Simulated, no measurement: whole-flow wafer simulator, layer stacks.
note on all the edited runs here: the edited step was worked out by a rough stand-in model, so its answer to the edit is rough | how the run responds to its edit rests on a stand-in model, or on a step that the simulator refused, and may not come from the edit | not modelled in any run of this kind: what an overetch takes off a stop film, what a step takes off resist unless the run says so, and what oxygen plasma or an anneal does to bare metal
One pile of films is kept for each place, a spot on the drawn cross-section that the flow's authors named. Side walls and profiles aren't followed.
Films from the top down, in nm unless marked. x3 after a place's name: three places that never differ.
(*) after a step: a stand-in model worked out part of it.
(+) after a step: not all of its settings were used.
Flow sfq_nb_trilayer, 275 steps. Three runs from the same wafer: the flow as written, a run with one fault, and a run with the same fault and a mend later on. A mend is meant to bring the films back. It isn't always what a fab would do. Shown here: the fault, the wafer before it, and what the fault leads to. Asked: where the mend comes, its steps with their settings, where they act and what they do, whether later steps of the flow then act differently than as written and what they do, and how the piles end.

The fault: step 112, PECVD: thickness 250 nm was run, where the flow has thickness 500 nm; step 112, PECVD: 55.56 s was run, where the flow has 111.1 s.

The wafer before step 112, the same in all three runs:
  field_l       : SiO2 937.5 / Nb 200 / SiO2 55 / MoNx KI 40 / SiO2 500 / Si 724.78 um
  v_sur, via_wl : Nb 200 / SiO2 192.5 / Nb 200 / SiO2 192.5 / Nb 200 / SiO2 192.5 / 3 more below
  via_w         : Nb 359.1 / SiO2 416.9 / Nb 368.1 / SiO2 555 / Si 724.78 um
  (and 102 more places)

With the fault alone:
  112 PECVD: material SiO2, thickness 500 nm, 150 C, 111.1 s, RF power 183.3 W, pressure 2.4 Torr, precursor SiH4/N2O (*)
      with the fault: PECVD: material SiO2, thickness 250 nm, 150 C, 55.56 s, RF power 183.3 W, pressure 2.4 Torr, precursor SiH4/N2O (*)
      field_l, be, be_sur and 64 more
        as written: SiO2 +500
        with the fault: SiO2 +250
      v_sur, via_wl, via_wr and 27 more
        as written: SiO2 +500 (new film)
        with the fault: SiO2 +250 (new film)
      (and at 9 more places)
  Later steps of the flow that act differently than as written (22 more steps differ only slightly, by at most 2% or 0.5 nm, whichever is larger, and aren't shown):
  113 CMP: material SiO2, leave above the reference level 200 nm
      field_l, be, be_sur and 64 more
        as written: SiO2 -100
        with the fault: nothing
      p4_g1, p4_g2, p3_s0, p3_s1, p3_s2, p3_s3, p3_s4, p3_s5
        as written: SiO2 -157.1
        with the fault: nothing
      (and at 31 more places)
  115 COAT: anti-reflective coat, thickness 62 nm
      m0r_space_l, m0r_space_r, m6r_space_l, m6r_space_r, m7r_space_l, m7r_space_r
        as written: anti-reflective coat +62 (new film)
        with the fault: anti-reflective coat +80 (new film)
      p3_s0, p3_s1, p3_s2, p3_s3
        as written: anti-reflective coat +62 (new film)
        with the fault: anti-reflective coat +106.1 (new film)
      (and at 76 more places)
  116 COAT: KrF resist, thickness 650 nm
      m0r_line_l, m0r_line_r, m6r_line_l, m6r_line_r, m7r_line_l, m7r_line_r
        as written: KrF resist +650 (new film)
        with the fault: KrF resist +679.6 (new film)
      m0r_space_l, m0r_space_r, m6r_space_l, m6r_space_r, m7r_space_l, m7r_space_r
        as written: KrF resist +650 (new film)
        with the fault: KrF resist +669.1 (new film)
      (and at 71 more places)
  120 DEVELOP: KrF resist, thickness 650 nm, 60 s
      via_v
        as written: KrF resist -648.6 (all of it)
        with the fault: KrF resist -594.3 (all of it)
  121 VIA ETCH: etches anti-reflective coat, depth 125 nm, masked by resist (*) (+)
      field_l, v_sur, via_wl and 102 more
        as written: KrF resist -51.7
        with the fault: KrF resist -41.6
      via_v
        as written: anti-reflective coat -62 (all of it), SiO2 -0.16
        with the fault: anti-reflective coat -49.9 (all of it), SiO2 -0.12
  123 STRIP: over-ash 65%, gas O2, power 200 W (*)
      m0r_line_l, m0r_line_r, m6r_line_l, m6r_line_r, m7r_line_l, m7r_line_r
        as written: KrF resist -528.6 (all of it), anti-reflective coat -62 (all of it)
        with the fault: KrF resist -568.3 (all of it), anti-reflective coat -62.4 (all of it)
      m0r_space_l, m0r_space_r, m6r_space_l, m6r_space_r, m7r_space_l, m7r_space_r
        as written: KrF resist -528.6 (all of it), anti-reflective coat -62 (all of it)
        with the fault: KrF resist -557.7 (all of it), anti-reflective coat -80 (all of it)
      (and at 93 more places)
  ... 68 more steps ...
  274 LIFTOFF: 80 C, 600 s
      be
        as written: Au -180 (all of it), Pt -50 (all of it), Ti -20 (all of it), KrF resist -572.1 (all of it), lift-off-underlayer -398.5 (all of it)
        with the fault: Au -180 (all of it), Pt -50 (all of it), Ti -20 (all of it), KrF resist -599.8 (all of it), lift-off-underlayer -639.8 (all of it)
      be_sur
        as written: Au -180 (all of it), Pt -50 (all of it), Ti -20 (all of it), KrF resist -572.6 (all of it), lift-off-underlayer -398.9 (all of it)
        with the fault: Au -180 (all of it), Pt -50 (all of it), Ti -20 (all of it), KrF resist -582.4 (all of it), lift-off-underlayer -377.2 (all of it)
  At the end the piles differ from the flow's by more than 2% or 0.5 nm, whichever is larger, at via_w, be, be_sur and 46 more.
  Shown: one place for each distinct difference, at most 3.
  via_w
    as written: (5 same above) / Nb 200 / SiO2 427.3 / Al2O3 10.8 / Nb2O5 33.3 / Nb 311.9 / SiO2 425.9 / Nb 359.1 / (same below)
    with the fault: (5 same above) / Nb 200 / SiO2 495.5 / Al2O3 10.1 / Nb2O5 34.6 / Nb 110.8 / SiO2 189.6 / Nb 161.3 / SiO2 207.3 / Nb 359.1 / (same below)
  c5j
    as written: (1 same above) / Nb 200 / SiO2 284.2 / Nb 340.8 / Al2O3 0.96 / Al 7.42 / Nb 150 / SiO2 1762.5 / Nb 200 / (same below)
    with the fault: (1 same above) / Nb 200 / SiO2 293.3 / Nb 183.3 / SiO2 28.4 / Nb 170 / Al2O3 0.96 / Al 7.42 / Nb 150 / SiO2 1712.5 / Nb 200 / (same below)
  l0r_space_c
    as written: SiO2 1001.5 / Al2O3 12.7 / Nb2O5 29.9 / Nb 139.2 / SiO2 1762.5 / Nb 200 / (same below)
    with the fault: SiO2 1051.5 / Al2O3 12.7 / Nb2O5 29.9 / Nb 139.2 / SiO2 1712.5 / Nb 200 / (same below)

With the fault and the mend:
  The mend comes after step 112.
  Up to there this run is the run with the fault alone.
  112a PECVD: material SiO2, thickness 250 nm, 150 C, 55.56 s, RF power 183.3 W, pressure 2.4 Torr, precursor SiH4/N2O (*) (the flow's step 112 once more, with other settings)
      field_l, v_sur, via_wl and 102 more
        SiO2 +250
      via_w
        SiO2 +269
  Later steps of the flow that act differently than as written:
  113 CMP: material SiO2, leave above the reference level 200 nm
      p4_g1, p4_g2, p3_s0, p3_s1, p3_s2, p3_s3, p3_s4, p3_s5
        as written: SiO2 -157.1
        with the mend: SiO2 -100
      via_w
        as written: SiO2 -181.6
        with the mend: SiO2 -50.5
  At the end the piles are the same as the flow's at every place that both follow.
